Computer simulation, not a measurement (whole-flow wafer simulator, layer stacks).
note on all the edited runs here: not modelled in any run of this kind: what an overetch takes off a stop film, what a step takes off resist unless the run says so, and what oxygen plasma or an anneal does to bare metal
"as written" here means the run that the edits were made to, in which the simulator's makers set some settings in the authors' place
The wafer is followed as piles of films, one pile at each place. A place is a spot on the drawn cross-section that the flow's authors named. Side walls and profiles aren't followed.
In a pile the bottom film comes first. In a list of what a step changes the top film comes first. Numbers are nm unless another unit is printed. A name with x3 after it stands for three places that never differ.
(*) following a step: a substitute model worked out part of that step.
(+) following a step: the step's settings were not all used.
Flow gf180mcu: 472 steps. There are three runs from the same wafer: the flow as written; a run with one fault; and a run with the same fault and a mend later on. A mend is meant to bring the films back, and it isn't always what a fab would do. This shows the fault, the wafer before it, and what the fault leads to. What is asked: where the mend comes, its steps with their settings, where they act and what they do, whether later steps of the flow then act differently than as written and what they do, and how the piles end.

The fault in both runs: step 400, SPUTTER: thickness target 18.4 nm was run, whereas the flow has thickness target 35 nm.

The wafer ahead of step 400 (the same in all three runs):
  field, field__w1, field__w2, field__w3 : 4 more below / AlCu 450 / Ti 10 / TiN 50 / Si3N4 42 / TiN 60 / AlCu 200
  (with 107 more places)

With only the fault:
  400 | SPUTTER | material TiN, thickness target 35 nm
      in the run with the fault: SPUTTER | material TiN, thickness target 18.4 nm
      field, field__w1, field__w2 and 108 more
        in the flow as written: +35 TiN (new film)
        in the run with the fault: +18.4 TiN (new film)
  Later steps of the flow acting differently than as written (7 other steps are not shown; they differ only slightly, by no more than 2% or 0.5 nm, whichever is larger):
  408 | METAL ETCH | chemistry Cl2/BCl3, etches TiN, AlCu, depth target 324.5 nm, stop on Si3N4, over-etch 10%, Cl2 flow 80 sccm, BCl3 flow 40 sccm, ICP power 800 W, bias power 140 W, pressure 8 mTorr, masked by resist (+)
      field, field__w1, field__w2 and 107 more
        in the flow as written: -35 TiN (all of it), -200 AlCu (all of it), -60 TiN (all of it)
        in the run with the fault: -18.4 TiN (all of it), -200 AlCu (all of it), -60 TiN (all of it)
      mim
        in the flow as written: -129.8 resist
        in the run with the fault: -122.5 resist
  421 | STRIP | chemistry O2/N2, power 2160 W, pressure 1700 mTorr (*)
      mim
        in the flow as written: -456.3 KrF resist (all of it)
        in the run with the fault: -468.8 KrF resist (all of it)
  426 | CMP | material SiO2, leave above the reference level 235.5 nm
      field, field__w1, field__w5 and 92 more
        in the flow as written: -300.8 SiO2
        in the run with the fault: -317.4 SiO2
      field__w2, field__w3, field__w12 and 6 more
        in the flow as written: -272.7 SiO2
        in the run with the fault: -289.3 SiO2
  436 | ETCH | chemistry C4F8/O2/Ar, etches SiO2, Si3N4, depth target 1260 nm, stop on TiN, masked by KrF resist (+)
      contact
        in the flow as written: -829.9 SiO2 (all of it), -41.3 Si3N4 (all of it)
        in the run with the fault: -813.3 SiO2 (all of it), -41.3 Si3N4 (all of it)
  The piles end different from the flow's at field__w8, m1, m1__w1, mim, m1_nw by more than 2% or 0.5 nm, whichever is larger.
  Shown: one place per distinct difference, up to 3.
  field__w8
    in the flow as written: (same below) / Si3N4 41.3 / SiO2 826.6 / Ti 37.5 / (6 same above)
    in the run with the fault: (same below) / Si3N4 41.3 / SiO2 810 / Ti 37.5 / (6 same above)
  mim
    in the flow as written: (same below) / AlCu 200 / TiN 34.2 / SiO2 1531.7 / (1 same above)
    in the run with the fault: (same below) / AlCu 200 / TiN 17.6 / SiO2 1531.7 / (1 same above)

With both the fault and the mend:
  After step 407 comes the mend.
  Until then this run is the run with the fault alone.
  407a | STRIP | chemistry O2/N2, power 2160 W, pressure 1700 mTorr (*)
      mim
        -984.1 resist (all of it)
  407b | SPUTTER | material TiN, thickness target 16.6 nm (the flow's step 400, run once more with other settings)
      field, field__w1, field__w2 and 108 more
        +16.6 TiN
  407c | HMDS | 120 C, 60 s (the flow's step 402, run once more)
      does not change any film at any place that is followed
  407d | COAT | resist, thickness 1000 nm (the flow's step 403, run once more)
      field, field__w1, field__w2 and 108 more
        +1000 resist (new film)
  407e | SOFTBAKE | resist (the flow's step 404, run once more)
      does not change any film at any place that is followed
  407f | EXPOSE | photomask FuseTop (the flow's step 405, run once more)
      does not change any film at any place that is followed
  407g | PEB | resist, 70.3 s (the flow's step 406, run once more)
      field, field__w1, field__w2 and 108 more
        -15.9 resist
  407h | DEVELOP | thickness 1000 nm, 60 s (the flow's step 407, run once more)
      field, field__w1, field__w2 and 107 more
        -984.1 resist (all of it)
  Every later step of the flow that is run acts as written at every place that is followed.
  At every place that both follow, the piles at the end match the flow's.
